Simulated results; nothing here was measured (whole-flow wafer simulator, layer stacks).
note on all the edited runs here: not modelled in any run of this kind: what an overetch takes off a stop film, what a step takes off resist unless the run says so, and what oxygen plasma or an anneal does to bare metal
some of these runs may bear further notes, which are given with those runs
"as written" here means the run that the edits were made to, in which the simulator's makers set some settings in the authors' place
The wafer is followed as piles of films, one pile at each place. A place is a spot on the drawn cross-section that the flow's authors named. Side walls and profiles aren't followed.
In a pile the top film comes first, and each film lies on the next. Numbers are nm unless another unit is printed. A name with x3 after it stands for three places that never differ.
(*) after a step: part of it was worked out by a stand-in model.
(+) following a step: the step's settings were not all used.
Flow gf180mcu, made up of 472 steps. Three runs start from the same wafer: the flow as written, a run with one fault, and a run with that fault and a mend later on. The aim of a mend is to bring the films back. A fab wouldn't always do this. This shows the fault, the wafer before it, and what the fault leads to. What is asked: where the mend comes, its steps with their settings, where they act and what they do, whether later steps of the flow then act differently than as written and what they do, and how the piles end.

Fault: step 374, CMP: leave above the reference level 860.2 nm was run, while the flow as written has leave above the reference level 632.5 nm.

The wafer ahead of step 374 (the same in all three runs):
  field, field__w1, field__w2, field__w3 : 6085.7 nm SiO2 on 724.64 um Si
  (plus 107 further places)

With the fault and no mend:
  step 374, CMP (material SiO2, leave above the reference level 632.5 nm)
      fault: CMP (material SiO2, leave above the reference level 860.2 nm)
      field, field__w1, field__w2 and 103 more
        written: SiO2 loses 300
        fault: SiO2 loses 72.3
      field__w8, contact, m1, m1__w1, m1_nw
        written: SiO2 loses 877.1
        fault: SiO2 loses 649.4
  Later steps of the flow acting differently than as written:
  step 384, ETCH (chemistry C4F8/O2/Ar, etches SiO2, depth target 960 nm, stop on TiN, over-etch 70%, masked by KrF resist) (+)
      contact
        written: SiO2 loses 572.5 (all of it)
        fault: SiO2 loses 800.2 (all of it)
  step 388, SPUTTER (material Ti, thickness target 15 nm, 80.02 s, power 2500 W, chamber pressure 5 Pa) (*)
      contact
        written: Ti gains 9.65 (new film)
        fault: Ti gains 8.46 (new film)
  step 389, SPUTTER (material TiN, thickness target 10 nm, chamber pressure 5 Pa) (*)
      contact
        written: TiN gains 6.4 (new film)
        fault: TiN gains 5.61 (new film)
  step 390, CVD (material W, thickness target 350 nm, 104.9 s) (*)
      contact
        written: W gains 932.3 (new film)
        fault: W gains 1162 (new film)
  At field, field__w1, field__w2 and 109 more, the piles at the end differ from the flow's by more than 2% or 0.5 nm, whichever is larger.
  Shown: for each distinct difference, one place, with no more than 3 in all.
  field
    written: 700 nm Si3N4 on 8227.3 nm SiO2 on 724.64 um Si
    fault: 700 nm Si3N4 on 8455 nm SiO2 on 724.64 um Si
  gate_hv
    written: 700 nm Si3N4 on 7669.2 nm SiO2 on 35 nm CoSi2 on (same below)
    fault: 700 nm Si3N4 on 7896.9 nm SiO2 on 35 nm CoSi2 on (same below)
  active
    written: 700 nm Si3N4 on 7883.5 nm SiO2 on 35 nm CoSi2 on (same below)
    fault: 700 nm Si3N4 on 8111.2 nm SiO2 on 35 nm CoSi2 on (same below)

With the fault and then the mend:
  The mend stands after step 382.
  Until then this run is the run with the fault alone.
  step 382a, STRIP (chemistry O2/N2, power 2160 W, pressure 1700 mTorr) (*)
      field, field__w1, field__w2 and 107 more
        KrF resist loses 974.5 (all of it), anti-reflective coat loses 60 (all of it)
      contact
        anti-reflective coat loses 60 (all of it)
  step 382b, CMP (material SiO2, leave above the reference level 632.5 nm) (a further turn of the flow's step 374)
      field, field__w1, field__w2 and 108 more
        SiO2 loses 227.7
  step 382c, HMDS (120 C, 60 s) (a further turn of the flow's step 376)
      leaves every film unchanged at each place that is followed
  step 382d, COAT (anti-reflective coat, thickness 60 nm, 182 C, 71 s) (a further turn of the flow's step 377)
      field, field__w1, field__w2 and 108 more
        anti-reflective coat gains 60 (new film)
  step 382e, COAT (KrF resist, thickness 1000 nm) (a further turn of the flow's step 378)
      field, field__w1, field__w2 and 108 more
        KrF resist gains 1000 (new film)
  step 382f, SOFTBAKE (KrF resist) (a further turn of the flow's step 379)
      leaves every film unchanged at each place that is followed
  step 382g, EXPOSE (photomask Via4) (a further turn of the flow's step 380)
      leaves every film unchanged at each place that is followed
  step 382h, PEB (KrF resist, 135 C, 90 s) (a further turn of the flow's step 381)
      field, field__w1, field__w2 and 108 more
        KrF resist loses 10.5
  step 382i, DEVELOP (KrF resist, thickness 1000 nm, 60 s) (a further turn of the flow's step 382)
      field, field__w1, field__w2 and 107 more
        KrF resist loses 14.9
      contact
        KrF resist loses 989.5 (all of it)
  Every later step of the flow that is run acts as written at every place that is followed.
  At every place that both follow, the piles at the end match the flow's.
